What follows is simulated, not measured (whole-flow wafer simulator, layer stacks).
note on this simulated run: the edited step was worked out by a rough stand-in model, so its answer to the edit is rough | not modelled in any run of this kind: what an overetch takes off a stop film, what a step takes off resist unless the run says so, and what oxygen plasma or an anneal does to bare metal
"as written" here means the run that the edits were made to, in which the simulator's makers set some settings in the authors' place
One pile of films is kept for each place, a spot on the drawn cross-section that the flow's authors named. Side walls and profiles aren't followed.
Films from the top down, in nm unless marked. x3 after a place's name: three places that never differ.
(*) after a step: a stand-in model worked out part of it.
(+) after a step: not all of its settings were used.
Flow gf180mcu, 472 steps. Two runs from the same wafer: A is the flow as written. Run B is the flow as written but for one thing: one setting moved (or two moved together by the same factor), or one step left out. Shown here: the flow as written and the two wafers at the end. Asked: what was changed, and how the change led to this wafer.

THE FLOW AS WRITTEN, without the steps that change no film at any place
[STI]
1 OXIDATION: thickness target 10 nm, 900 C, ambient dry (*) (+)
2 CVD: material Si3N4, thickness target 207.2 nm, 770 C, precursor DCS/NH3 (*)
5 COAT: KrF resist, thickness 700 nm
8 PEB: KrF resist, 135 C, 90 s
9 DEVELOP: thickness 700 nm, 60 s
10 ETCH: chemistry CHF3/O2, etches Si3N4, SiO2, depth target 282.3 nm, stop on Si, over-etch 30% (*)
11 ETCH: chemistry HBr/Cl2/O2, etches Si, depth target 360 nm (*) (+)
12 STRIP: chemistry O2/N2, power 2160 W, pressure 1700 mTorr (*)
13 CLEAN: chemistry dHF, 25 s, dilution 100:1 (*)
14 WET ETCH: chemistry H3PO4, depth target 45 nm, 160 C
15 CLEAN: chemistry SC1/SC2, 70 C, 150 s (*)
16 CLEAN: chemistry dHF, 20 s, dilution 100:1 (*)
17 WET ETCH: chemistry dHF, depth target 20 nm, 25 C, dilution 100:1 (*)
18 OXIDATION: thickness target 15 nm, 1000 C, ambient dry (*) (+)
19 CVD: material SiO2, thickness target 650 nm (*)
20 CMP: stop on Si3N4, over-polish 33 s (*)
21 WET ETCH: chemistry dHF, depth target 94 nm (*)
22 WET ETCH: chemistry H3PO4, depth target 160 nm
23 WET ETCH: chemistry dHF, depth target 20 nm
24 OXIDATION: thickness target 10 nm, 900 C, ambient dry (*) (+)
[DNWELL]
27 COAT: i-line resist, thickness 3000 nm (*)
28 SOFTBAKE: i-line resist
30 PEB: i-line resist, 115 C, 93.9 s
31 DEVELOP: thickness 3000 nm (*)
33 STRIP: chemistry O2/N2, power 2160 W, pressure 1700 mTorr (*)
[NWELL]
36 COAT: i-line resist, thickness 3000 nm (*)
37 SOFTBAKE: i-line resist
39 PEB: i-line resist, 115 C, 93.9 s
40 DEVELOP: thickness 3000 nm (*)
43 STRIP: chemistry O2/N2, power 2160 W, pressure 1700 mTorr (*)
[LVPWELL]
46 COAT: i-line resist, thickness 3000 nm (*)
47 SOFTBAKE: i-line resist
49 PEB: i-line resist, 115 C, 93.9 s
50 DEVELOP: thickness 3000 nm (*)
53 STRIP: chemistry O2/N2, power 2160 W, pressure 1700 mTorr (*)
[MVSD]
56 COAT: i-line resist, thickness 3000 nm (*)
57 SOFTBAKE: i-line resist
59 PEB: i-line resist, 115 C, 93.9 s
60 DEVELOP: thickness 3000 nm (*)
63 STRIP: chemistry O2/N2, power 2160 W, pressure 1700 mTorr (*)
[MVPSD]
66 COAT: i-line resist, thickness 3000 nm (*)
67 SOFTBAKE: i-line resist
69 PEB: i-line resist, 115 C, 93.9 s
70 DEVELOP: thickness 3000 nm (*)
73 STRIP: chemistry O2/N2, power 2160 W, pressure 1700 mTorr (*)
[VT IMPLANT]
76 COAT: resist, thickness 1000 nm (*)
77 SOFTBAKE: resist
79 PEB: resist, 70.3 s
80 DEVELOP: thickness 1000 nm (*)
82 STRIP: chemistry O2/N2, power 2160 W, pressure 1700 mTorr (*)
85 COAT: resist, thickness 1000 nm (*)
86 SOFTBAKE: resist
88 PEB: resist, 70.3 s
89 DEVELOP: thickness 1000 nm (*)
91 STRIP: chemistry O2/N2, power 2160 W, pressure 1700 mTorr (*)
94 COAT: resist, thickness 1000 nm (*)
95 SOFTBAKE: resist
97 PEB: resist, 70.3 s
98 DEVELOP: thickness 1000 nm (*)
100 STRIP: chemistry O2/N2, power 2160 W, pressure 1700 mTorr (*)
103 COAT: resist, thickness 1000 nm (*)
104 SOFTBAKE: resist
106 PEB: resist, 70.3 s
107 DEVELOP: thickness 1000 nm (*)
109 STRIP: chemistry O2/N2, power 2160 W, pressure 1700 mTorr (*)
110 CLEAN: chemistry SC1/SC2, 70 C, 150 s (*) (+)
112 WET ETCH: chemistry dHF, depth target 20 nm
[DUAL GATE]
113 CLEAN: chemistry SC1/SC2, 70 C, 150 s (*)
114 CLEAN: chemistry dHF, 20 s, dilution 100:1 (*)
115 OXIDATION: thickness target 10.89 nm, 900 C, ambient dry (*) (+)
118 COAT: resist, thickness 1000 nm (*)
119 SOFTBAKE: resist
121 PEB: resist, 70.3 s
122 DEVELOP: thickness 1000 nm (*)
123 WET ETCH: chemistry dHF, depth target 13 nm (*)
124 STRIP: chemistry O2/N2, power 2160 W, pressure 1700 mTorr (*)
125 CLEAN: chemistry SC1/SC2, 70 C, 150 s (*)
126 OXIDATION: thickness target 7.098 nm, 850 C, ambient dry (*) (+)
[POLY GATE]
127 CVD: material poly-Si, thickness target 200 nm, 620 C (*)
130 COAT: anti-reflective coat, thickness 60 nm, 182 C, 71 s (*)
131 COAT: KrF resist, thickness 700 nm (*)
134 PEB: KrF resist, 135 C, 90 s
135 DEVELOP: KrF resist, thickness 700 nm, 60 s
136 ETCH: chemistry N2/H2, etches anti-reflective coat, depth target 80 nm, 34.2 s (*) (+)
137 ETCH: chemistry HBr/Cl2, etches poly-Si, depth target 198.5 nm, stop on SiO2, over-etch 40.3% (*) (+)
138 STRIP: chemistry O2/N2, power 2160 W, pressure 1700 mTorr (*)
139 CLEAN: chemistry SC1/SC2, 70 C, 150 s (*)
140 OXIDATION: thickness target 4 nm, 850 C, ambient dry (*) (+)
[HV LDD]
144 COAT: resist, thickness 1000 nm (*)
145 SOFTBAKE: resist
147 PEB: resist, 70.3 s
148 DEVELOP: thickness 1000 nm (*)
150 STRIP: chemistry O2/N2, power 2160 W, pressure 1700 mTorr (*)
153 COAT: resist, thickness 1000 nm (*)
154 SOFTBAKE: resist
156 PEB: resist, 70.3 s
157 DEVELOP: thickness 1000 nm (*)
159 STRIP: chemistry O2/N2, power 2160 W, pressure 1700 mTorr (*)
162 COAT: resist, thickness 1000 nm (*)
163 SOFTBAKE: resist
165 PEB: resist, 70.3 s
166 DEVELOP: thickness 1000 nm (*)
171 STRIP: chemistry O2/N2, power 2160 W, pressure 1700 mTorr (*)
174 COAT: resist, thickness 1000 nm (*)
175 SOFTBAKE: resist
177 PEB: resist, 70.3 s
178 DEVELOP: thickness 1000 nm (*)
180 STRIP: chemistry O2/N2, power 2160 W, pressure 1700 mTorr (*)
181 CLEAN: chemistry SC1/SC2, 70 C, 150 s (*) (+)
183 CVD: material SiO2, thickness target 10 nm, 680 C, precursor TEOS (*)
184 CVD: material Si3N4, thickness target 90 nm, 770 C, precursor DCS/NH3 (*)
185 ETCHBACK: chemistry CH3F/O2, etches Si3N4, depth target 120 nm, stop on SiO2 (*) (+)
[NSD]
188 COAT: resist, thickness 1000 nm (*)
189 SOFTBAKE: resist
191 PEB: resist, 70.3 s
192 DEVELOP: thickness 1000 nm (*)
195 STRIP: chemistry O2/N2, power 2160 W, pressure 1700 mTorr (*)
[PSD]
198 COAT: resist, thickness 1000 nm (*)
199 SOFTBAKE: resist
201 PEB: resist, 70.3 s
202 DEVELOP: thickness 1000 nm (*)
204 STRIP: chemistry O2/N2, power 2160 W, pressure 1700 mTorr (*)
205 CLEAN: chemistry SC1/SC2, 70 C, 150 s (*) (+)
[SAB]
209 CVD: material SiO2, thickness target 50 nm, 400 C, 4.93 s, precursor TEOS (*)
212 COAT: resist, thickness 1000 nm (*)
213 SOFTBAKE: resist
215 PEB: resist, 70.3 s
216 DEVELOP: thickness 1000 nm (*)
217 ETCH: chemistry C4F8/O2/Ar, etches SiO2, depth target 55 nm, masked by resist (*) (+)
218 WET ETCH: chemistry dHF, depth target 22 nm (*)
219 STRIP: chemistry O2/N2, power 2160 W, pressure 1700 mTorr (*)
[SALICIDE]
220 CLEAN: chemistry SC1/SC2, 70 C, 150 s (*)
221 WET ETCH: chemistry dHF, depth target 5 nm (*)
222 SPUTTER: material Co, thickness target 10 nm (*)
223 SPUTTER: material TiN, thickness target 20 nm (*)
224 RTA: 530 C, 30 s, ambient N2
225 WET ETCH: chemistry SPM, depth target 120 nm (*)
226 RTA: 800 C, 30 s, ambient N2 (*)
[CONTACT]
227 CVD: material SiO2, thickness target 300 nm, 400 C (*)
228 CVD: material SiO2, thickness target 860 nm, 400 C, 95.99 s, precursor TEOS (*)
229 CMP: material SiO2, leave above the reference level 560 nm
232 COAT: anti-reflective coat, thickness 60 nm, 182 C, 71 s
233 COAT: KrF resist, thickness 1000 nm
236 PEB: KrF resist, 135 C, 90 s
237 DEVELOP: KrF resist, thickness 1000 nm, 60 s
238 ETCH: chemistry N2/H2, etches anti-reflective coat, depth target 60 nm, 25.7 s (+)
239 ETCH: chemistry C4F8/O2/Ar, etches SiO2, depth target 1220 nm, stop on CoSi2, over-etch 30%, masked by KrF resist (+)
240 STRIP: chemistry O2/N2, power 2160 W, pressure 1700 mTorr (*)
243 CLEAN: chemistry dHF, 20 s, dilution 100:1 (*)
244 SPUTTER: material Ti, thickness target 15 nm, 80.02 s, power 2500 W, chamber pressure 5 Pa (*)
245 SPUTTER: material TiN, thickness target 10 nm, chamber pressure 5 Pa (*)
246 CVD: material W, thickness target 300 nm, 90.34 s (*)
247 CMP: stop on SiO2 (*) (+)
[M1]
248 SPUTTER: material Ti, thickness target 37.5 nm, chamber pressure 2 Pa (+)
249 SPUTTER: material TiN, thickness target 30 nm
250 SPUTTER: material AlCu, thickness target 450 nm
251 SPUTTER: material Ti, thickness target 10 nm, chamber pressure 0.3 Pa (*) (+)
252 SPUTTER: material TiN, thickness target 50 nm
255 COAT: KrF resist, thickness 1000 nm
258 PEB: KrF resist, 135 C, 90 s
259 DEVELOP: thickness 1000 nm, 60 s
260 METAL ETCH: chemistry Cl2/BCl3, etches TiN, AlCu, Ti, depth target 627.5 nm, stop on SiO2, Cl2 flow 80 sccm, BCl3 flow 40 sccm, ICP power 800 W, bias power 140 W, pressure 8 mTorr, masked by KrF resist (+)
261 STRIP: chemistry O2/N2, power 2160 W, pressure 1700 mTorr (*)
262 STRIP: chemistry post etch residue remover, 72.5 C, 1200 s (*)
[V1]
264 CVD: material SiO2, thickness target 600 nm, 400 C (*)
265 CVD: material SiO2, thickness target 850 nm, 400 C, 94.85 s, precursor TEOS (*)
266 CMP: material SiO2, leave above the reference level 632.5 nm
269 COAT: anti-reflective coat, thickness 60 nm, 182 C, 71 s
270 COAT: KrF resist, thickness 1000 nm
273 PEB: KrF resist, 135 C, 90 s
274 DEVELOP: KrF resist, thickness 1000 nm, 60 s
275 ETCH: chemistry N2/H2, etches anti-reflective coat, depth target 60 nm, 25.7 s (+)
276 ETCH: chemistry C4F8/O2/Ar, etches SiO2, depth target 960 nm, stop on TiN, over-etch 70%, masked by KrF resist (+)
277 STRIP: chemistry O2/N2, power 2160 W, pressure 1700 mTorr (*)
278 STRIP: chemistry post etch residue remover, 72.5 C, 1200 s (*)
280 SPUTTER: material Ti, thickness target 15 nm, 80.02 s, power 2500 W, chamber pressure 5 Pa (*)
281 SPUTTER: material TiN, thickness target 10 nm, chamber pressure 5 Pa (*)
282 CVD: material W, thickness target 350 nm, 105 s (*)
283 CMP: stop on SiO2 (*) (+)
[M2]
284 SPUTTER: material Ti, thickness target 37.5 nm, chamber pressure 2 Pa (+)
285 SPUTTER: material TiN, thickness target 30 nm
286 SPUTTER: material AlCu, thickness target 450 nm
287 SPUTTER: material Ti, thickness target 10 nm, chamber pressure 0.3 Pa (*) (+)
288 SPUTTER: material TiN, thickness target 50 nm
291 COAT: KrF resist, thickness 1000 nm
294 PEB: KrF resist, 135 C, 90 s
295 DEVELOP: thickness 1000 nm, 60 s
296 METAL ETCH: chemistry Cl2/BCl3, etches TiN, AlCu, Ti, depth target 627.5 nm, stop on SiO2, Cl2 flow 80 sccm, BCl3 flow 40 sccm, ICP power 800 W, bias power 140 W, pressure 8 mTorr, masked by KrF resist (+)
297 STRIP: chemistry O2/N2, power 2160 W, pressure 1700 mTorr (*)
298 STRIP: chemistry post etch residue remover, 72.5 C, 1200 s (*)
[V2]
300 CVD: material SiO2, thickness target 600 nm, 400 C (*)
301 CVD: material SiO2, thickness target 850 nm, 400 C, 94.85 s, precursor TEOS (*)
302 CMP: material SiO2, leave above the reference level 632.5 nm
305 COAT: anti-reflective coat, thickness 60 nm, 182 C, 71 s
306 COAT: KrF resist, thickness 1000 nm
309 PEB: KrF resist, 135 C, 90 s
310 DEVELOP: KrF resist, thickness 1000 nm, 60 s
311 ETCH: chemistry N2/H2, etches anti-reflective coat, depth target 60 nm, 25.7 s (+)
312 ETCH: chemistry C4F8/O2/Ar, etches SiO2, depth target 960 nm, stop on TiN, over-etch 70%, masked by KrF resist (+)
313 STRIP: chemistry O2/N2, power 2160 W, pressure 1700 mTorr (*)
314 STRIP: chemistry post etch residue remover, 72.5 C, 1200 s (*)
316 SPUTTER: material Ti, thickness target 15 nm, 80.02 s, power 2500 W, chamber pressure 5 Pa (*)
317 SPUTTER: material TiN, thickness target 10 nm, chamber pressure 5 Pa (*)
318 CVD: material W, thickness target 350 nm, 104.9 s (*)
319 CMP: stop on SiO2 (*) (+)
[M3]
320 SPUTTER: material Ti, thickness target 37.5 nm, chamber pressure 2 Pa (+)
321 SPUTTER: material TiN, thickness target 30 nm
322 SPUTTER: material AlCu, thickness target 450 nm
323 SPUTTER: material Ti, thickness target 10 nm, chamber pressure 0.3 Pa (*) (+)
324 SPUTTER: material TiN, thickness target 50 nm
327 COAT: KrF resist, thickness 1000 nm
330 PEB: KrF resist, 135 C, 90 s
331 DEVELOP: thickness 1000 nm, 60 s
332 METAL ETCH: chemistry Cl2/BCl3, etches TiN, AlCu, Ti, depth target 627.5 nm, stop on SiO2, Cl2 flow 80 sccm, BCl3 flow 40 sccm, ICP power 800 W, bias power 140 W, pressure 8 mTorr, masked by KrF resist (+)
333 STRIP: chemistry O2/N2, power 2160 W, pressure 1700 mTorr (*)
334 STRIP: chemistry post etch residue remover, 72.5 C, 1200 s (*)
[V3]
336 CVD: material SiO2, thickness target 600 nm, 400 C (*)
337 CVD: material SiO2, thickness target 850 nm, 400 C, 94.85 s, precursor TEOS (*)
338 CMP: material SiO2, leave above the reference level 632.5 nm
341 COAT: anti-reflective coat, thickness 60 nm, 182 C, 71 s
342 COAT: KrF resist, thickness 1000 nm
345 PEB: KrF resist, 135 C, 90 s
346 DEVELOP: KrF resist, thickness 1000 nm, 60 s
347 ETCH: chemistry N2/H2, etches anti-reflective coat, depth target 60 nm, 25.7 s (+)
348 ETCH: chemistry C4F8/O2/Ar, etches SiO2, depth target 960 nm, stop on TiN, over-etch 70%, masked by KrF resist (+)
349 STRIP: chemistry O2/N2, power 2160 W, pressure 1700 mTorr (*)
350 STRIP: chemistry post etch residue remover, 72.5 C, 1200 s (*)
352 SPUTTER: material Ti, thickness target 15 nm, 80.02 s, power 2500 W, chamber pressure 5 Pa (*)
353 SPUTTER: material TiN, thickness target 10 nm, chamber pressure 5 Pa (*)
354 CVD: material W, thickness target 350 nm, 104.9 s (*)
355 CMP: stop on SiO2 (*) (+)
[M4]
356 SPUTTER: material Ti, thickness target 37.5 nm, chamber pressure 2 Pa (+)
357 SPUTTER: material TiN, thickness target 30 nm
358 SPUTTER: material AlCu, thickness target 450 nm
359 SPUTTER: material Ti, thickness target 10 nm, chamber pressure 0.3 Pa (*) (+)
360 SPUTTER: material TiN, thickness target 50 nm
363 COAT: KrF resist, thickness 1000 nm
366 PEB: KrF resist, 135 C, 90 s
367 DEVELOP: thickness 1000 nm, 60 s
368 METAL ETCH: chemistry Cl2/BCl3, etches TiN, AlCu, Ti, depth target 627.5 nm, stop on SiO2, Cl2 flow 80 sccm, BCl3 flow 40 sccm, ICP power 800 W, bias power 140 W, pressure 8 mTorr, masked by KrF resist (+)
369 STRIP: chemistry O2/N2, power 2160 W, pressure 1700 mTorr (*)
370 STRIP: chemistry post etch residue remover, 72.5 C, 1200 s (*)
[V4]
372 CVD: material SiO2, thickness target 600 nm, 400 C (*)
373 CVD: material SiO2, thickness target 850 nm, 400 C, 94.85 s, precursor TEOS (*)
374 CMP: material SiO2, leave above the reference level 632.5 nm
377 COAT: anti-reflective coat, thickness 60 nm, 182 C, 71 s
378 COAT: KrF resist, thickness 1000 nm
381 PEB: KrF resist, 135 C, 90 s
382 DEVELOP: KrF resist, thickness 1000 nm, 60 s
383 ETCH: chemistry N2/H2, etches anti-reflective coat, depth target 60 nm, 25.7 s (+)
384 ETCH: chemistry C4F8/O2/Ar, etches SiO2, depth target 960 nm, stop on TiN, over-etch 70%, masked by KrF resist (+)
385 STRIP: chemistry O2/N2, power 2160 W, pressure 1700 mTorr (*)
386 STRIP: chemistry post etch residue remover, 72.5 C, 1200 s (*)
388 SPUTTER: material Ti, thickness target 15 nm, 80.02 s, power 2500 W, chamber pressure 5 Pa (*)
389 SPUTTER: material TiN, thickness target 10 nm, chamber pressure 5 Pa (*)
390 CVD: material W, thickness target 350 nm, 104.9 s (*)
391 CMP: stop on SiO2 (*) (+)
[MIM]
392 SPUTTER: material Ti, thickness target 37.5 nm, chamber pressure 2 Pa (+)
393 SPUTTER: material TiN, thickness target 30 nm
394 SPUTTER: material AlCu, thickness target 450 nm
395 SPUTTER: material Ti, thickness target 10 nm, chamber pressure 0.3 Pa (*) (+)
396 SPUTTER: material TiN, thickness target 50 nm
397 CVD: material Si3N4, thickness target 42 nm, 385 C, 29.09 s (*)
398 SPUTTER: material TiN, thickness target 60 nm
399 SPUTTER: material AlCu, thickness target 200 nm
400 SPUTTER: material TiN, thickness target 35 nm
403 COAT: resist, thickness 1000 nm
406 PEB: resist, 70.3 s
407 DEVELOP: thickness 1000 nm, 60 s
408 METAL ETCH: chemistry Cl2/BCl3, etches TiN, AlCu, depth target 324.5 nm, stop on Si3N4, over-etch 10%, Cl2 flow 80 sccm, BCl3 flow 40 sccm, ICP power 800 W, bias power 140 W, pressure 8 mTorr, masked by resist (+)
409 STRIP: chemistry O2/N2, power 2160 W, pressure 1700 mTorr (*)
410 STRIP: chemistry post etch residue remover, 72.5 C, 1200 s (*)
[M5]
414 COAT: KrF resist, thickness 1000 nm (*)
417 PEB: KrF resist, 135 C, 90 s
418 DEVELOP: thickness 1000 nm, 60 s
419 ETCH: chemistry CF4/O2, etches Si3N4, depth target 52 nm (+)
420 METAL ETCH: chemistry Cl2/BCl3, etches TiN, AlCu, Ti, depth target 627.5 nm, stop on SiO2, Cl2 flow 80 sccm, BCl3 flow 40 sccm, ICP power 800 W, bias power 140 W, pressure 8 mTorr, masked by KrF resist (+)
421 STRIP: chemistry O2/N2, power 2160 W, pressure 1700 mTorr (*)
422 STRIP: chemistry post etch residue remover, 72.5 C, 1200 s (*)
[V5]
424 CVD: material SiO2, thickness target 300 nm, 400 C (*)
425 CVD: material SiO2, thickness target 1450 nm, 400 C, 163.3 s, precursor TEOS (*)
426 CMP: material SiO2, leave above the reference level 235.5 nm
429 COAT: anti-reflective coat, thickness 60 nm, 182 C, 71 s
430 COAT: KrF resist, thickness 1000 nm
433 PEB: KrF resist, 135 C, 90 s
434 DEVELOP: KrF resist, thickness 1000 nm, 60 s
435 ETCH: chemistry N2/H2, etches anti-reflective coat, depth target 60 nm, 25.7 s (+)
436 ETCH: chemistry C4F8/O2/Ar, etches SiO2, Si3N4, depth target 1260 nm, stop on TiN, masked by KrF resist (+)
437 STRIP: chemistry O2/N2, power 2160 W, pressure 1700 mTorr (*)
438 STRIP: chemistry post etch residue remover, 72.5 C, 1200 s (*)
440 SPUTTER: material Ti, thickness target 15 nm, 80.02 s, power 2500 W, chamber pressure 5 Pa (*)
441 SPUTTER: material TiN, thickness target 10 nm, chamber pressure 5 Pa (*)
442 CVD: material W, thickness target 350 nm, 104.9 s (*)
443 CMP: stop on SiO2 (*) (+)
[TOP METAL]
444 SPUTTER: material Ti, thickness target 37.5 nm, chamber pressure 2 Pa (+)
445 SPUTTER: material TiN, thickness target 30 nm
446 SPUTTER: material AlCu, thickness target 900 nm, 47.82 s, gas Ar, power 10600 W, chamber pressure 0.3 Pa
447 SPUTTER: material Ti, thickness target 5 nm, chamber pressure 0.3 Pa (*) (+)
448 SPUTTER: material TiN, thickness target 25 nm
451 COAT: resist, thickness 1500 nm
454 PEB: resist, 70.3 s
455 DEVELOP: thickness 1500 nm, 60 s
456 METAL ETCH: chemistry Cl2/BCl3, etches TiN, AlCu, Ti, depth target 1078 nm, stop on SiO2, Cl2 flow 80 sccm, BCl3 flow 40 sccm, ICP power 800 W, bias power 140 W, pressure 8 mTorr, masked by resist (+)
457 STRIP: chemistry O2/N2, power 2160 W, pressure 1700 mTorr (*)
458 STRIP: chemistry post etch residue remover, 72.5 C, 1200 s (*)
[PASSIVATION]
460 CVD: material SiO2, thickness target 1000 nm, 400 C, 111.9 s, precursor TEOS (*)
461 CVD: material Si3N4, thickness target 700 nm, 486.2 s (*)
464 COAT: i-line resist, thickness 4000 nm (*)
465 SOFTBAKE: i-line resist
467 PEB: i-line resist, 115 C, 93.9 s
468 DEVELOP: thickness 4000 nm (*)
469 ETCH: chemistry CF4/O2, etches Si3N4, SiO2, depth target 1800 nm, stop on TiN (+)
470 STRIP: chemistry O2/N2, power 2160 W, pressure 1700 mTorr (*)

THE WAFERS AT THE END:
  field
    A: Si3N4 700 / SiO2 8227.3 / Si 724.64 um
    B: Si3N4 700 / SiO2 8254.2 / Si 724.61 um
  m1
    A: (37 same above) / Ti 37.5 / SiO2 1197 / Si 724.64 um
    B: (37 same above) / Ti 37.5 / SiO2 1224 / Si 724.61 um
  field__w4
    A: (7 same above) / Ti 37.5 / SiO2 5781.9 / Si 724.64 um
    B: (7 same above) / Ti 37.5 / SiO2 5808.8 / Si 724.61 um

The cause: step 11, ETCH: depth target 387 nm was run, where the flow has depth target 360 nm.

How the change led to this, step by step:
  11 ETCH: chemistry HBr/Cl2/O2, etches Si, depth target 360 nm (*) (+)
      active, n_well, p_well and 40 more: A KrF resist -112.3 | B KrF resist -121.3
      field, field_sub, sti and 34 more: A Si -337 | B Si -364
  12 STRIP: chemistry O2/N2, power 2160 W, pressure 1700 mTorr (*)
      active, n_well, p_well and 40 more: A KrF resist -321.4 (all of it) | B KrF resist -312.4 (all of it)
  19 CVD: material SiO2, thickness target 650 nm (*)
      m1, ld_fp_n, ld_drift_n and 8 more: A SiO2 +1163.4 | B SiO2 +1190.4
  20 CMP: stop on Si3N4, over-polish 33 s (*)
      sti, mim_1p0, pad and 11 more: A SiO2 -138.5 | B SiO2 -111.5
      nw_enc_fld, nw_enc_fld_lv: A SiO2 -142.5 | B SiO2 -115.5
      (and at 10 more places)
